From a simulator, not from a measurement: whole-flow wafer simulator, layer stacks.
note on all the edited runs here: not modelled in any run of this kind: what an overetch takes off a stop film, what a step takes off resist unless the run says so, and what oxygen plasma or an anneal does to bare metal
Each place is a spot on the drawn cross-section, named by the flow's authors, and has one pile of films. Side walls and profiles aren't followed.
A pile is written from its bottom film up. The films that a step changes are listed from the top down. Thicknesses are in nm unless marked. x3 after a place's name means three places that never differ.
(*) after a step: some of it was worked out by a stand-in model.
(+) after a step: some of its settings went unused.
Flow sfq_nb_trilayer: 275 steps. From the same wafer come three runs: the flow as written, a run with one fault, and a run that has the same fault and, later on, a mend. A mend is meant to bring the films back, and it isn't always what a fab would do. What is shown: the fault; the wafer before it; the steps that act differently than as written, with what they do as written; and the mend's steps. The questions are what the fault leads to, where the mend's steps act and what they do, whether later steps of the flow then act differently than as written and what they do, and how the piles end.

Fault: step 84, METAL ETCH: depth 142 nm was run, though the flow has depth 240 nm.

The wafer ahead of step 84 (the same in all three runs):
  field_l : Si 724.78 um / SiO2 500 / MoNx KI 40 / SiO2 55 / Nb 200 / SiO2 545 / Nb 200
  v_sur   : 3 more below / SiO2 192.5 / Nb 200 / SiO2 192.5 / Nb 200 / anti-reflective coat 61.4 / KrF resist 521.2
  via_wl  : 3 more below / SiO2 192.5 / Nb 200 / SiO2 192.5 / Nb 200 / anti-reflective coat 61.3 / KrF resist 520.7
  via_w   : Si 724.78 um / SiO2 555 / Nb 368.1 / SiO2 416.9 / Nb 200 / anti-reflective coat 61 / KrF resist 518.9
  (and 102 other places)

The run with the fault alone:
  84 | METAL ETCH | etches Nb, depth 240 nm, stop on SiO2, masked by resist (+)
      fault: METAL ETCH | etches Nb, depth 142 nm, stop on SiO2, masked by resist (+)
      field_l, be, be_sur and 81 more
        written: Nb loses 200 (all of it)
        fault: Nb loses 142
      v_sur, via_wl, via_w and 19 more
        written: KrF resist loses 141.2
        fault: KrF resist loses 83.5
  Steps further on in the flow that do not act as written:
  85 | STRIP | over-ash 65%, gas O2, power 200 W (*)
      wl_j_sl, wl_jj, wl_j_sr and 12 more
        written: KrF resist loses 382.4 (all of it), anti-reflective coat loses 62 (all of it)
        fault: KrF resist loses 440 (all of it), anti-reflective coat loses 62 (all of it)
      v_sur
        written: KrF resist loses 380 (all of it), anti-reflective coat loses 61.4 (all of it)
        fault: KrF resist loses 437.7 (all of it), anti-reflective coat loses 61.4 (all of it)
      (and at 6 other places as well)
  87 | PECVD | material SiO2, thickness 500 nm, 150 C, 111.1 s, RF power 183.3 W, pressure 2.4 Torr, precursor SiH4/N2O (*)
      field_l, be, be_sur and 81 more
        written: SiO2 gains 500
        fault: SiO2 gains 500 (new film)
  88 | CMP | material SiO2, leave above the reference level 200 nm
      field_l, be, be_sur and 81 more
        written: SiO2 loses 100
        fault: SiO2 loses 158
  By the end, the piles at field_l, be, be_sur and 81 more depart from the flow's by more than 2% or 0.5 nm, whichever is larger.
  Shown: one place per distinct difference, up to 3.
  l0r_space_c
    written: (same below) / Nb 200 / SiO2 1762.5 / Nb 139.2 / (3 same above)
    fault: (same below) / Nb 200 / SiO2 585 / Nb 58 / SiO2 1119.5 / Nb 139.2 / (3 same above)
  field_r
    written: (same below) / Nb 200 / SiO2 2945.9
    fault: (same below) / Nb 200 / SiO2 585 / Nb 58 / SiO2 2302.9
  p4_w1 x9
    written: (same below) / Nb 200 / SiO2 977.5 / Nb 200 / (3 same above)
    fault: (same below) / Nb 200 / SiO2 585 / Nb 58 / SiO2 334.5 / Nb 200 / (3 same above)

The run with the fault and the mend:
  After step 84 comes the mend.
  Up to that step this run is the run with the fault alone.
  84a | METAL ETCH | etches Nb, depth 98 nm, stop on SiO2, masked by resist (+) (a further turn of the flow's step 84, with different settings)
      field_l, be, be_sur and 81 more
        Nb loses 58 (all of it)
      v_sur, via_wl, via_w and 19 more
        KrF resist loses 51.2
  Every later step of the flow that is run acts as written, at every place that is followed, to within 2% or 0.5 nm, whichever is larger.
  By the end, the piles equal the flow's at every place that both follow.
